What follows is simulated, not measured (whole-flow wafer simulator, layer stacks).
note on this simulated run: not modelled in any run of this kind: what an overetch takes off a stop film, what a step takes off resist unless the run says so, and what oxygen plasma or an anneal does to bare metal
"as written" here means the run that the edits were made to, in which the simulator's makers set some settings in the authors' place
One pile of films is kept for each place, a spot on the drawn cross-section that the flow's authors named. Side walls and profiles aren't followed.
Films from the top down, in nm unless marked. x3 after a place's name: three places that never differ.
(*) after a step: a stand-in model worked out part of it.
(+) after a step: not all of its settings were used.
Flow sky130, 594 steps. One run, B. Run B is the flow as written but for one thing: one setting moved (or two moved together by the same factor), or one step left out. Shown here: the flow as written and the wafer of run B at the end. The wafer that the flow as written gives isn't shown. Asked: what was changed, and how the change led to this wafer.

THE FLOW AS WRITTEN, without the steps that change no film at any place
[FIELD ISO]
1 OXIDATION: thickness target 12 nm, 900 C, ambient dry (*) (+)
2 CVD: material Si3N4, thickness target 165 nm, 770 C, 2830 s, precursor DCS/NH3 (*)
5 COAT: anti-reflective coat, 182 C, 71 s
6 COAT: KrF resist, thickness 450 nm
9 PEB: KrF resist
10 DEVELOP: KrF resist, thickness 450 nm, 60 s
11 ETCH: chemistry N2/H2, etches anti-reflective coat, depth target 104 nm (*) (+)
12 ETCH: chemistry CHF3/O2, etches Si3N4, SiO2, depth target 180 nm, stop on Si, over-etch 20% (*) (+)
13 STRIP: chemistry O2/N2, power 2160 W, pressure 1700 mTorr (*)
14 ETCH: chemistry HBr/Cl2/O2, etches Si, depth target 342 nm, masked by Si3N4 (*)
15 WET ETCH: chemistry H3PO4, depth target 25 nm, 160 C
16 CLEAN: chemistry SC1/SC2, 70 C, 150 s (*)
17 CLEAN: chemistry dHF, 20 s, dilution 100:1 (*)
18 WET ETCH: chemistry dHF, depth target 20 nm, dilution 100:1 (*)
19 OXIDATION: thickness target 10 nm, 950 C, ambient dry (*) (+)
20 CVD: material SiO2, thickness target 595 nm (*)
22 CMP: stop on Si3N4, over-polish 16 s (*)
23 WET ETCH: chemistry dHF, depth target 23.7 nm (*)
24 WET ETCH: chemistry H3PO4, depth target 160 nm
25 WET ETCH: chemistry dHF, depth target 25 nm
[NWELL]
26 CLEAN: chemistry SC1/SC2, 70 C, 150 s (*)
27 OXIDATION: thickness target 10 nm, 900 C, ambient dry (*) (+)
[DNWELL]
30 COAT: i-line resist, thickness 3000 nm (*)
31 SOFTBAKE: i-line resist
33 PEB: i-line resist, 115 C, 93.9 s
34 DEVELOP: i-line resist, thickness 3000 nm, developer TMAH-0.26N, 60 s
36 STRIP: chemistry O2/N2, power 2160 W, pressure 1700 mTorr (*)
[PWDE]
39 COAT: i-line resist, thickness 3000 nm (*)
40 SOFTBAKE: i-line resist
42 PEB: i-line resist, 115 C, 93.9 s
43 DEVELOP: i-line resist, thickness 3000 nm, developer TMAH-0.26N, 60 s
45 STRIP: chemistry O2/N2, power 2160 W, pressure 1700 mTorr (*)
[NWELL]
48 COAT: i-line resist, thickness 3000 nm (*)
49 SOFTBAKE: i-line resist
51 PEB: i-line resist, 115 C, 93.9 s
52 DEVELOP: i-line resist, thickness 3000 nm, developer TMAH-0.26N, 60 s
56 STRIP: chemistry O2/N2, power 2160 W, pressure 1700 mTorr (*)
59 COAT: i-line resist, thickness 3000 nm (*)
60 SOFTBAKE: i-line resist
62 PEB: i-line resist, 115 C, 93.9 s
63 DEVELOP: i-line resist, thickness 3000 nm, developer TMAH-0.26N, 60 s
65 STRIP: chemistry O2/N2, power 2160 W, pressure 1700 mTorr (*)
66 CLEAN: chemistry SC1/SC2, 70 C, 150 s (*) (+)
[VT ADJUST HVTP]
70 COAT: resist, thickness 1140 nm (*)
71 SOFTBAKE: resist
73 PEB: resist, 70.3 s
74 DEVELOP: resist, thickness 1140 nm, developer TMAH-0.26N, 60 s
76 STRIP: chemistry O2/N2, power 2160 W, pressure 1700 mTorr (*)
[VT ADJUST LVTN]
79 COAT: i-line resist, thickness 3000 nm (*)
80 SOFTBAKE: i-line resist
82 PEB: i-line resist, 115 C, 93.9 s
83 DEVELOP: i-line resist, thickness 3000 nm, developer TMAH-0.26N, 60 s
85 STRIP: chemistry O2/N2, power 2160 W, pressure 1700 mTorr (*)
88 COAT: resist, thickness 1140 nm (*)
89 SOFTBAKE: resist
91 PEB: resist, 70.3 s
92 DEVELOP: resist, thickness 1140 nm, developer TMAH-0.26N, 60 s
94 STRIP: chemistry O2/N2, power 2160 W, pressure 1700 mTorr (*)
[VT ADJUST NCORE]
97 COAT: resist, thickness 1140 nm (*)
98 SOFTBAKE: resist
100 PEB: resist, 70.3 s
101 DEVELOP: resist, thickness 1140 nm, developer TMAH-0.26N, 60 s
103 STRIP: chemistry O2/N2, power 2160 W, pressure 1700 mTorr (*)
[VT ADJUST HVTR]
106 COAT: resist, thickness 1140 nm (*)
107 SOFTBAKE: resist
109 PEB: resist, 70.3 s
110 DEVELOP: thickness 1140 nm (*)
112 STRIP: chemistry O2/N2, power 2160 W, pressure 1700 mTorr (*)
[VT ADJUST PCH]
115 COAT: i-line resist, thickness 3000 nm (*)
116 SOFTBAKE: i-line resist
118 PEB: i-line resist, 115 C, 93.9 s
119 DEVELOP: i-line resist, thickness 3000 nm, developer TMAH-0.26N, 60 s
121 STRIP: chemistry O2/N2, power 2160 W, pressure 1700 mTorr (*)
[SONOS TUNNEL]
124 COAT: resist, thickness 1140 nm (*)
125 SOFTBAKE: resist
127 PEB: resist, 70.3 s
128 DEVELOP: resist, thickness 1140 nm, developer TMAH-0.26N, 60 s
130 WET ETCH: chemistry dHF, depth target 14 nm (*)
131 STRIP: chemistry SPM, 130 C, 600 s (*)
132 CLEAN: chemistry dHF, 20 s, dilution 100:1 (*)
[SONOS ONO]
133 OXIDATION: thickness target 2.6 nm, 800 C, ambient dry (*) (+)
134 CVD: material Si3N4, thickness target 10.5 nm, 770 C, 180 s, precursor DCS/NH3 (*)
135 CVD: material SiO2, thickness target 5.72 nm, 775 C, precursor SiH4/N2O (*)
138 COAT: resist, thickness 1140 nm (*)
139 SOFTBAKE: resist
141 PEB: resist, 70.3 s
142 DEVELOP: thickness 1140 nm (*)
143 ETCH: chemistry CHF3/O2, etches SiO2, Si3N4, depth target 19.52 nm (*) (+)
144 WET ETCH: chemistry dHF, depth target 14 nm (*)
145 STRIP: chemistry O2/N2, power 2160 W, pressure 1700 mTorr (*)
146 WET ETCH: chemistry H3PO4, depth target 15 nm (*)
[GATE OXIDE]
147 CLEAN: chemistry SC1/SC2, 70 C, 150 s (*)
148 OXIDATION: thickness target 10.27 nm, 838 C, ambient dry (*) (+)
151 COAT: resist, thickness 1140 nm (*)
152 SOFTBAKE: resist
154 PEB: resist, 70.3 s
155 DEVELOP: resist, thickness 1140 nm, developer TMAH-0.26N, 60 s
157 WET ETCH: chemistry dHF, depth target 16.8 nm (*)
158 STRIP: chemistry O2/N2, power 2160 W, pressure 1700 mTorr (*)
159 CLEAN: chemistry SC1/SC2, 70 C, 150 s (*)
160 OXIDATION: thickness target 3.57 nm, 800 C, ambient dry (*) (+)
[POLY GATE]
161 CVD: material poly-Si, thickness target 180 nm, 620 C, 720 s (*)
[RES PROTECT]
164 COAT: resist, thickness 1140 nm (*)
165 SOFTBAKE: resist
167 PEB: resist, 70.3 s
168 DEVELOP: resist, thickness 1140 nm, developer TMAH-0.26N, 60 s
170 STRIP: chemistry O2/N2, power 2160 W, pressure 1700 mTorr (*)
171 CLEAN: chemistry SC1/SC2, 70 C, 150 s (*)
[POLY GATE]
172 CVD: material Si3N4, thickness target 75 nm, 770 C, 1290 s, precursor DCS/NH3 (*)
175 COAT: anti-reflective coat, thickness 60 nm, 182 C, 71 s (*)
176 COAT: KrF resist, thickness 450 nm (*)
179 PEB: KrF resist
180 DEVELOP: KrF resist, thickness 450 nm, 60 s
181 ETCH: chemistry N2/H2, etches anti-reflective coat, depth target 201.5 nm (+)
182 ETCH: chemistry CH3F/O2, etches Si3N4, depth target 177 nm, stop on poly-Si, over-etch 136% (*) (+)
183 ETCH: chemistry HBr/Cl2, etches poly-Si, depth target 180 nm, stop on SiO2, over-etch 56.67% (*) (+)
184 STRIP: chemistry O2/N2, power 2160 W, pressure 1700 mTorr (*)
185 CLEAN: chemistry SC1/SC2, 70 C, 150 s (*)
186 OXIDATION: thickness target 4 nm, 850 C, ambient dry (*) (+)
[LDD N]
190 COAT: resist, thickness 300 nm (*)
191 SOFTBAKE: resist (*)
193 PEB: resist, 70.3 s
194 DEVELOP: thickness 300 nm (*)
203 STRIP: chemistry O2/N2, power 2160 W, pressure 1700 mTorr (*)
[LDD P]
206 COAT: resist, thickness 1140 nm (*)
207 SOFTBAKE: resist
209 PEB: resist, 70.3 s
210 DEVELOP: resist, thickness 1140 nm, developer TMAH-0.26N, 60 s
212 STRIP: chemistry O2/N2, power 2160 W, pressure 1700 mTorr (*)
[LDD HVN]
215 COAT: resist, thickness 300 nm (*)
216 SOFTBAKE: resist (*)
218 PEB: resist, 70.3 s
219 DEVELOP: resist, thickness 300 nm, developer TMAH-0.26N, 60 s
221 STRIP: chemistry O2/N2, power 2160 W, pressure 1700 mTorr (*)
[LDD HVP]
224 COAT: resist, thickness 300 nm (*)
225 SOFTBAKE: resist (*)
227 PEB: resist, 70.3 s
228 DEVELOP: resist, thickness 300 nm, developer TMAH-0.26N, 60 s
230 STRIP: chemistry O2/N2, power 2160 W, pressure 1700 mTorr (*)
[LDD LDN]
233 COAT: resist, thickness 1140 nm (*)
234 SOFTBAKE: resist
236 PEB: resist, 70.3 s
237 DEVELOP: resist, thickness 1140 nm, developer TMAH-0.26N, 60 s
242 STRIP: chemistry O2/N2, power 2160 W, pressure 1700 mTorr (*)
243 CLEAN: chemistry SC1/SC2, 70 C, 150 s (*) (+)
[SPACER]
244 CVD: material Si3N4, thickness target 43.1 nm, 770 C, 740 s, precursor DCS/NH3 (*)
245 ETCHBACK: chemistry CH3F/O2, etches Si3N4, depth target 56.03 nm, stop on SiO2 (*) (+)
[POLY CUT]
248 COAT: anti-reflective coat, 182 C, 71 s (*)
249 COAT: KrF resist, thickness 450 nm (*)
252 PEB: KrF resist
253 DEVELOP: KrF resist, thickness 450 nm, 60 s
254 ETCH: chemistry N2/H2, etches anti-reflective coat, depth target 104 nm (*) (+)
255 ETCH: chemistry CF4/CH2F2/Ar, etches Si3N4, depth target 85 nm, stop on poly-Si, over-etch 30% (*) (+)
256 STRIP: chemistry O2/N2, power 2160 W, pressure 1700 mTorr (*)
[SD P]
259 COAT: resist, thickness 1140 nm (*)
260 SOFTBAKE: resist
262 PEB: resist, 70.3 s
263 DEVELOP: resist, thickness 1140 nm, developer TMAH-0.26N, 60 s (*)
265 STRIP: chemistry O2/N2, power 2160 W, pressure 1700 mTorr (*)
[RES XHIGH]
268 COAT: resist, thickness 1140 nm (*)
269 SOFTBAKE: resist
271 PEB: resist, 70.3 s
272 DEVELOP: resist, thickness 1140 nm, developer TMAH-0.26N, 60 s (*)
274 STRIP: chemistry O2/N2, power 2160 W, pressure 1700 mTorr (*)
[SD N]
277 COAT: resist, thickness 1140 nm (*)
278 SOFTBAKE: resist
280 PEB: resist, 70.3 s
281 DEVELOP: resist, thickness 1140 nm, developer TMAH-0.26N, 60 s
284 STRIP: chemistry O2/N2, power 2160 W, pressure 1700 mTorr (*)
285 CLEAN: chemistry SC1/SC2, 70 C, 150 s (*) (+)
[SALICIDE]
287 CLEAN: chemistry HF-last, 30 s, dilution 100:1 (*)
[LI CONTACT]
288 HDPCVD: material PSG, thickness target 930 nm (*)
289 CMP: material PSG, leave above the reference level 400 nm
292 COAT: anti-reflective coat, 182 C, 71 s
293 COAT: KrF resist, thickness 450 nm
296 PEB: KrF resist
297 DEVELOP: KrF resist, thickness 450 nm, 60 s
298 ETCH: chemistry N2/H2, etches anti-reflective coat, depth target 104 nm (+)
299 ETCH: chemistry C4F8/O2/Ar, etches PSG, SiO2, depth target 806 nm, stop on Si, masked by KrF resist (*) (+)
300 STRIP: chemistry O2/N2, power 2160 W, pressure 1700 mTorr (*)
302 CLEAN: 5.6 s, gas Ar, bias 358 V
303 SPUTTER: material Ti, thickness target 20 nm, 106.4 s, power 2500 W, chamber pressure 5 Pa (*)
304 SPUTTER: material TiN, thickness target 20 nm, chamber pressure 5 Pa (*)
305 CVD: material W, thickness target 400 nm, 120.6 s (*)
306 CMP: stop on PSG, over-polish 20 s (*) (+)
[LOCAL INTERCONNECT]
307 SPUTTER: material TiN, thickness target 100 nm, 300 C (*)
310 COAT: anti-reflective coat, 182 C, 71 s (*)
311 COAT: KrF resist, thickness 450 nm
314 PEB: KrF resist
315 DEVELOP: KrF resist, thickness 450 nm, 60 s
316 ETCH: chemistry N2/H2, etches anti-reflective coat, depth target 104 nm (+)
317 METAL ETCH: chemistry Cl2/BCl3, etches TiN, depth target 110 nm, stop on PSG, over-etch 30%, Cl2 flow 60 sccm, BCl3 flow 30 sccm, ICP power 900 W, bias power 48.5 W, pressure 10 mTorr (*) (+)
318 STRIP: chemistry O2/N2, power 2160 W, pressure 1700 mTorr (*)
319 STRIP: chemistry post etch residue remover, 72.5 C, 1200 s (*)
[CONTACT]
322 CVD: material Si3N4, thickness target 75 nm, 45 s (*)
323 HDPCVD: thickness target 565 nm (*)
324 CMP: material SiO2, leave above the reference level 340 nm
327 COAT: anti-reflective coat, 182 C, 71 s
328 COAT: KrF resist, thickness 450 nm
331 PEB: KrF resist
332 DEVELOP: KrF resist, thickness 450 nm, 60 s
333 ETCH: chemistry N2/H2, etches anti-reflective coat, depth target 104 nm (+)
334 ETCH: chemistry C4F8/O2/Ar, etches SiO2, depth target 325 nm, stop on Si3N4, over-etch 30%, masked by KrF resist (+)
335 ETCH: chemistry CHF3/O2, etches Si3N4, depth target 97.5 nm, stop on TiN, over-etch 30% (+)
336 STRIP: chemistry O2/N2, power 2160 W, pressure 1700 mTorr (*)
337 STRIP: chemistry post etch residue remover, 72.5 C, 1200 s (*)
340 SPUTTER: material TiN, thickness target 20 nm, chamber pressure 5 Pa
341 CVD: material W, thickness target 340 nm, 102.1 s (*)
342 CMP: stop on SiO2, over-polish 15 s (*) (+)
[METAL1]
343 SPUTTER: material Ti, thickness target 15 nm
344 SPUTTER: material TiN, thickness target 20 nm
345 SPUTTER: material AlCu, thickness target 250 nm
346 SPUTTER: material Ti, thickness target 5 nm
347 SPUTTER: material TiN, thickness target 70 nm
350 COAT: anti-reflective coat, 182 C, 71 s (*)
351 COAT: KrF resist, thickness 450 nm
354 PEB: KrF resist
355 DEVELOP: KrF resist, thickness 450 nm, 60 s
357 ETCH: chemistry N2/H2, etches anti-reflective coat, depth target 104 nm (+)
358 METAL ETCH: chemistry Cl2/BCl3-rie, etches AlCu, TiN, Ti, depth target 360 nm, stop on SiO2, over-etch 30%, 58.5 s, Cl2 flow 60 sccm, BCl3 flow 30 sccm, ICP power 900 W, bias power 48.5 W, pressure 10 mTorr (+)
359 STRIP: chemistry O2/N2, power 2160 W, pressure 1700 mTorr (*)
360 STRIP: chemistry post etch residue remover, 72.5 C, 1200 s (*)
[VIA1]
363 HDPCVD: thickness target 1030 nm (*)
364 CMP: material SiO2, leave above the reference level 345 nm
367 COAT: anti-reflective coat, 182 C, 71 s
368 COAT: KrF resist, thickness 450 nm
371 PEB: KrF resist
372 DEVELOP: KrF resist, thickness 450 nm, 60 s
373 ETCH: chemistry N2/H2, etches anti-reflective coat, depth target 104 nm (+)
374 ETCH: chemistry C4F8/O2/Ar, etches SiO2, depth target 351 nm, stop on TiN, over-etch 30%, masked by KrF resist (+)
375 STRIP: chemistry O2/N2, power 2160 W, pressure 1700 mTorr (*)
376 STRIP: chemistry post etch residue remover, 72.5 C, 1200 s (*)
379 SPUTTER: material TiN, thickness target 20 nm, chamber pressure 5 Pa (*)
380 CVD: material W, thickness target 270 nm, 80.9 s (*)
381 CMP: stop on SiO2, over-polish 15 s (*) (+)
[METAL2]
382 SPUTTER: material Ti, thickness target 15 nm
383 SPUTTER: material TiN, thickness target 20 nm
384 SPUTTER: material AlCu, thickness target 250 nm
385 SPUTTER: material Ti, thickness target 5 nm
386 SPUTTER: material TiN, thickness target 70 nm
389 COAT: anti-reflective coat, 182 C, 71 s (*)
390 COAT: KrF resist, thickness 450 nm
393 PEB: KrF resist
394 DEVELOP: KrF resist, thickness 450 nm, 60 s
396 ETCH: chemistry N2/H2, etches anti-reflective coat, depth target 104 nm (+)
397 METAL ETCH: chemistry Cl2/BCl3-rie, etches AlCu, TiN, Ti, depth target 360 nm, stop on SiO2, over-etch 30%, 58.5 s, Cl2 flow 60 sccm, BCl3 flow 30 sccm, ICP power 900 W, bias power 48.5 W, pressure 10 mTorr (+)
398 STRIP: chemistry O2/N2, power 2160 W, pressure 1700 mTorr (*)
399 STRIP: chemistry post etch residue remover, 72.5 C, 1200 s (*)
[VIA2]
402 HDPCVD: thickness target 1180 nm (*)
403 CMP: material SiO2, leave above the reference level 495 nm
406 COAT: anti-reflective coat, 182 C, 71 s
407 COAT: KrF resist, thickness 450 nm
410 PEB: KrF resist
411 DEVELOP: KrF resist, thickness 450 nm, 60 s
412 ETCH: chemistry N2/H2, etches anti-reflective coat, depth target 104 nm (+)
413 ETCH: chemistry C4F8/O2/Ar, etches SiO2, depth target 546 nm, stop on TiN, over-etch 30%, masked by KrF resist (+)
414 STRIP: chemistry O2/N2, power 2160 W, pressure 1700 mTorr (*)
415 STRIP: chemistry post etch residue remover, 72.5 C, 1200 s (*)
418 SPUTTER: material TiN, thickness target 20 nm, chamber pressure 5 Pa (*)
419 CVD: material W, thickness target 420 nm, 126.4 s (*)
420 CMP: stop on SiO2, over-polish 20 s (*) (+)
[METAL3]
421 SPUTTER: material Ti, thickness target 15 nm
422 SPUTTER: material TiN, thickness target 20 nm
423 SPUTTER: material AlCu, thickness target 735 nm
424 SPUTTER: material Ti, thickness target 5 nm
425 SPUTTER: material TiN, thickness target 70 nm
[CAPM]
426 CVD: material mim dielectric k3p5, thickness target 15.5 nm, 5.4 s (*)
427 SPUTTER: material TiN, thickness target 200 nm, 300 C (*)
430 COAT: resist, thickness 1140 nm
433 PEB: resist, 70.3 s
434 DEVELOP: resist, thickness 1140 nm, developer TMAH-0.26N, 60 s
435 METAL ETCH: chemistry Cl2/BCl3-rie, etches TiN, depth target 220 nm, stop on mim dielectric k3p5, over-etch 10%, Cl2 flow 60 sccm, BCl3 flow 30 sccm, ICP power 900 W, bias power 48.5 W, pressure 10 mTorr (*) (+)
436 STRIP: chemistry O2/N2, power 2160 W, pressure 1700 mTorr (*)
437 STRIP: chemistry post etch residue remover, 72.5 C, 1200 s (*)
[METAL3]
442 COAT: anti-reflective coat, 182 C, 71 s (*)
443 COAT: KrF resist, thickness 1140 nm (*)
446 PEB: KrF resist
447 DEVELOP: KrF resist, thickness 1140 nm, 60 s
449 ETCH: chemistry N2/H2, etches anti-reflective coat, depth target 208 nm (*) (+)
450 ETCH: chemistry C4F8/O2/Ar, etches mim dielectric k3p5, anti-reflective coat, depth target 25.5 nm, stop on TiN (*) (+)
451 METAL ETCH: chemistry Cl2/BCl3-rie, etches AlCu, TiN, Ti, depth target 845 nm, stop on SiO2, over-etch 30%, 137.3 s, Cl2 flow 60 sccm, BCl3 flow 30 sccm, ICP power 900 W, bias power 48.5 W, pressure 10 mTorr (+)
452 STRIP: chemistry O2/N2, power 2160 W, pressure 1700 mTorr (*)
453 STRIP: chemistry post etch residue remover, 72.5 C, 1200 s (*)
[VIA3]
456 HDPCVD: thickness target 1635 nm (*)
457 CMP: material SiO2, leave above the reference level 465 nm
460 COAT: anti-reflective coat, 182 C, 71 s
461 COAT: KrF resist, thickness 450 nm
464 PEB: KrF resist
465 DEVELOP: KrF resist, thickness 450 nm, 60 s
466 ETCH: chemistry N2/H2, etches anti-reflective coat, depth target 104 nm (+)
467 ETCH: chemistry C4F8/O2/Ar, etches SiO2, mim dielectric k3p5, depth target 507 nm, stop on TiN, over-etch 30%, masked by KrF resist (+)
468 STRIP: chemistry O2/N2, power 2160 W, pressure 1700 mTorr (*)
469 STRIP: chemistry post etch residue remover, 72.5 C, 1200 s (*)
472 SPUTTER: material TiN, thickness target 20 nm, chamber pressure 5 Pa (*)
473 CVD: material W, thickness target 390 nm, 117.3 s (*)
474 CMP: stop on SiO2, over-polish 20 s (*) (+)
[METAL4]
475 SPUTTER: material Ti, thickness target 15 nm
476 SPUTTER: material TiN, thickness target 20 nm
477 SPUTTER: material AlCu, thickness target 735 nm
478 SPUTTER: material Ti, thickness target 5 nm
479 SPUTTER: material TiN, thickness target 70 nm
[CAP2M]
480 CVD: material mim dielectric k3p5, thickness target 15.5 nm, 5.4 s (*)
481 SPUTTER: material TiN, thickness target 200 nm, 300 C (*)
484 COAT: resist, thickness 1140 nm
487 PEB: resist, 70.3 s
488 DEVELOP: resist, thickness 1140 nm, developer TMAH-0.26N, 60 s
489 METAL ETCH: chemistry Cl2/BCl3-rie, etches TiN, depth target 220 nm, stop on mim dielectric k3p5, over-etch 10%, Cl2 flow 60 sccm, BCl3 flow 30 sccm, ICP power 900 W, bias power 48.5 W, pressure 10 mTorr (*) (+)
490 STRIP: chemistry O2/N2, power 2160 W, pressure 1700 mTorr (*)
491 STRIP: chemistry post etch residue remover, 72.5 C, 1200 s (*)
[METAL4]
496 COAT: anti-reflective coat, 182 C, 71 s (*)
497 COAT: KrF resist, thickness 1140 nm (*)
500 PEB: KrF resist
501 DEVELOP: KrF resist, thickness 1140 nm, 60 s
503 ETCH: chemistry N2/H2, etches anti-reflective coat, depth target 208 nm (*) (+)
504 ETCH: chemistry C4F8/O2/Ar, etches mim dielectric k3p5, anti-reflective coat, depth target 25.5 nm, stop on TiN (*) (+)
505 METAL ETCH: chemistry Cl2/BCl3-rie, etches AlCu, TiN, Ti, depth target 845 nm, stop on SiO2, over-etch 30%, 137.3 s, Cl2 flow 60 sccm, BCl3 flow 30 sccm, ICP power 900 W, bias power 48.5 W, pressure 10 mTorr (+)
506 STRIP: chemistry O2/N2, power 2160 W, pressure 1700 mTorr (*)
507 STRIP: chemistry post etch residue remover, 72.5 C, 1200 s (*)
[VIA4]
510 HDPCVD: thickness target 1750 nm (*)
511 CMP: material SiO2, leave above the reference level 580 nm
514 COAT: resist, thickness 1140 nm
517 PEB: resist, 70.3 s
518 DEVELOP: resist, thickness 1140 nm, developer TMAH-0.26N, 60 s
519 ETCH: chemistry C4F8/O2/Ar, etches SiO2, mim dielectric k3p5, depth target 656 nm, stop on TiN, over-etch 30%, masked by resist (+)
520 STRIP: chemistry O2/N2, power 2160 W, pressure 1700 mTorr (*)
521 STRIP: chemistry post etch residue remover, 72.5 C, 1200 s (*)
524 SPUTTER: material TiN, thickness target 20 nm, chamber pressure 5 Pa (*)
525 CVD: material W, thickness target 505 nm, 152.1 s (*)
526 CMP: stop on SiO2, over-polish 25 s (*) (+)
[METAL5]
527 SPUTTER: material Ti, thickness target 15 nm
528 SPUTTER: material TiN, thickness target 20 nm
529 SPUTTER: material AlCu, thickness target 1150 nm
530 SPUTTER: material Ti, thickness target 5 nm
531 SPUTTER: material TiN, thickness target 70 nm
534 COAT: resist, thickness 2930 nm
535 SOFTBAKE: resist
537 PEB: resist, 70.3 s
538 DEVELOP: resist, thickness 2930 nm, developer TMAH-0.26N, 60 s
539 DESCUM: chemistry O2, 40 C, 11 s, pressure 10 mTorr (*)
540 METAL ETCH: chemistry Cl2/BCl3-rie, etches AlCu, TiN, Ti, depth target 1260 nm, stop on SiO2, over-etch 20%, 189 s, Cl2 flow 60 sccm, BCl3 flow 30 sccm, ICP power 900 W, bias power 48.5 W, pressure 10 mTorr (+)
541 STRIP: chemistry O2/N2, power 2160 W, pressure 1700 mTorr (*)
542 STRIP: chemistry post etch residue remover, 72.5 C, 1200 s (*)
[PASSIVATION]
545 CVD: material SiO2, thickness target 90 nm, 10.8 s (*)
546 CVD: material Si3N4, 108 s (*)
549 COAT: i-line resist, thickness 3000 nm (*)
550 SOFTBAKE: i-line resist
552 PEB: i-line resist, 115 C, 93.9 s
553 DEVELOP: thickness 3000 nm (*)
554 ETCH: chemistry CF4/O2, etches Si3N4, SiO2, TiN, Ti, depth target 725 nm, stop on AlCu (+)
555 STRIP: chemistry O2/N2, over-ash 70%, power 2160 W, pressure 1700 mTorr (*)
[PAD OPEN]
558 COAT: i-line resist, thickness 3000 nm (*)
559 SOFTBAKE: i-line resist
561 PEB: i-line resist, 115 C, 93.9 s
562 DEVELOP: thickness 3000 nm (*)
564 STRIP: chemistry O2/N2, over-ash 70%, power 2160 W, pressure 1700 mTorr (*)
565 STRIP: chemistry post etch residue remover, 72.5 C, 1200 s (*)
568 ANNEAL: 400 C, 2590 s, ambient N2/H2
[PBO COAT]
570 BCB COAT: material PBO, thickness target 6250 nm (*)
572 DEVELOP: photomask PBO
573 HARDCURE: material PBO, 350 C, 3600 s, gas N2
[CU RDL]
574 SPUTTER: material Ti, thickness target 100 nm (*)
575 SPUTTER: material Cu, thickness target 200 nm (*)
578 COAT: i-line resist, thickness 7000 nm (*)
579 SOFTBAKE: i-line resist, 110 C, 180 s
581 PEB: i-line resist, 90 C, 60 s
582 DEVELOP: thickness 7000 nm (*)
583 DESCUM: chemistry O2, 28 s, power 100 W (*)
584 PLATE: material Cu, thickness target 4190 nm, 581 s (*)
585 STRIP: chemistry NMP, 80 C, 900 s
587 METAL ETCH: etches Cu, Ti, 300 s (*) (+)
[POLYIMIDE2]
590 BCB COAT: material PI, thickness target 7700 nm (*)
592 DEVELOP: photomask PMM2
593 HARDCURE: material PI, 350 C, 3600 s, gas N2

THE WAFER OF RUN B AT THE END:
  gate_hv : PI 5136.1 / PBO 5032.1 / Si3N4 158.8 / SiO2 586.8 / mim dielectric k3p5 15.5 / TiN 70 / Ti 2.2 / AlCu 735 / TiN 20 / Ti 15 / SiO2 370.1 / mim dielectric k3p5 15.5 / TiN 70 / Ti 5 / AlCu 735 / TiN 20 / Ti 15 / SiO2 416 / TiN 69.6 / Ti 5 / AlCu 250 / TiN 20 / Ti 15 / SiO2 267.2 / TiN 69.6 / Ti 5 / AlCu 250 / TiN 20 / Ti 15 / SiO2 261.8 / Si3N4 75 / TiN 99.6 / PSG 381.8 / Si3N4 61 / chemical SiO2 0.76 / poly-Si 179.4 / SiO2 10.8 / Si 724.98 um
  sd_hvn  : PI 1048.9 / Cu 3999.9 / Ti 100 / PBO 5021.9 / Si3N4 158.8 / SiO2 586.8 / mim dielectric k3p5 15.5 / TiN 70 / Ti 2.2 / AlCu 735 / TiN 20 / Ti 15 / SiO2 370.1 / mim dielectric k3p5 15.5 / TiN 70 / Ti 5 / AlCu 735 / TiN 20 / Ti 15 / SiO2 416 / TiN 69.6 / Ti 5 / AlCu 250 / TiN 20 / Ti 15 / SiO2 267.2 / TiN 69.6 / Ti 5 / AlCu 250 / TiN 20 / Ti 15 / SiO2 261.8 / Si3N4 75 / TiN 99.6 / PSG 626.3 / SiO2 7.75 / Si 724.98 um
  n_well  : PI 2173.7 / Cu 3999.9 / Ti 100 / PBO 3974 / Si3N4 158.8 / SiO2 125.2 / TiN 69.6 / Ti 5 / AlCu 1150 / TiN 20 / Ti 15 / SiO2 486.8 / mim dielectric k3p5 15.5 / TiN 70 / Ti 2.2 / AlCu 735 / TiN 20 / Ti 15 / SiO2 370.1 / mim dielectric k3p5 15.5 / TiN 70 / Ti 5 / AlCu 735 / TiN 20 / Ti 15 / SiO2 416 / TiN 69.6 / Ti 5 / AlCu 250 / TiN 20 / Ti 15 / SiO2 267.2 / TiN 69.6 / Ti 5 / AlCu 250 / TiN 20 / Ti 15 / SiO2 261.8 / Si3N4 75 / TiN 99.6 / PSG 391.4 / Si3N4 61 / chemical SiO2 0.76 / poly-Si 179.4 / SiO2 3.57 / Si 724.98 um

The cause: step 478, SPUTTER: thickness target 2.2 nm was run, where the flow has thickness target 5 nm.
It can be read off the wafer: gate_hv has Ti 2.2, and step 478 as written asks for 5 nm.

How the change led to this, step by step:
  478 SPUTTER: material Ti, thickness target 5 nm
      field, active, n_well and 189 more: Ti +2.2 (new film) (as written it would be: Ti +5 (new film))
  505 METAL ETCH: chemistry Cl2/BCl3-rie, etches AlCu, TiN, Ti, depth target 845 nm, stop on SiO2, over-etch 30%, 137.3 s, Cl2 flow 60 sccm, BCl3 flow 30 sccm, ICP power 900 W, bias power 48.5 W, pressure 10 mTorr (+)
      field, gate, spacer and 68 more: TiN -70 (all of it), Ti -2.2 (all of it), AlCu -735 (all of it), TiN -20 (all of it), Ti -15 (all of it), SiO2 -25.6 (as written it would be: TiN -70 (all of it), Ti -5 (all of it), AlCu -735 (all of it), TiN -20 (all of it), Ti -15 (all of it), SiO2 -25.4)
      active, vpp_iso1, mim_edge_plate and 14 more: TiN -70 (all of it), Ti -2.2 (all of it), AlCu -735 (all of it), TiN -20 (all of it), Ti -15 (all of it), SiO2 -25.6 (as written it would be: TiN -70 (all of it), Ti -5 (all of it), AlCu -735 (all of it), TiN -20 (all of it), Ti -15 (all of it), SiO2 -25.3)
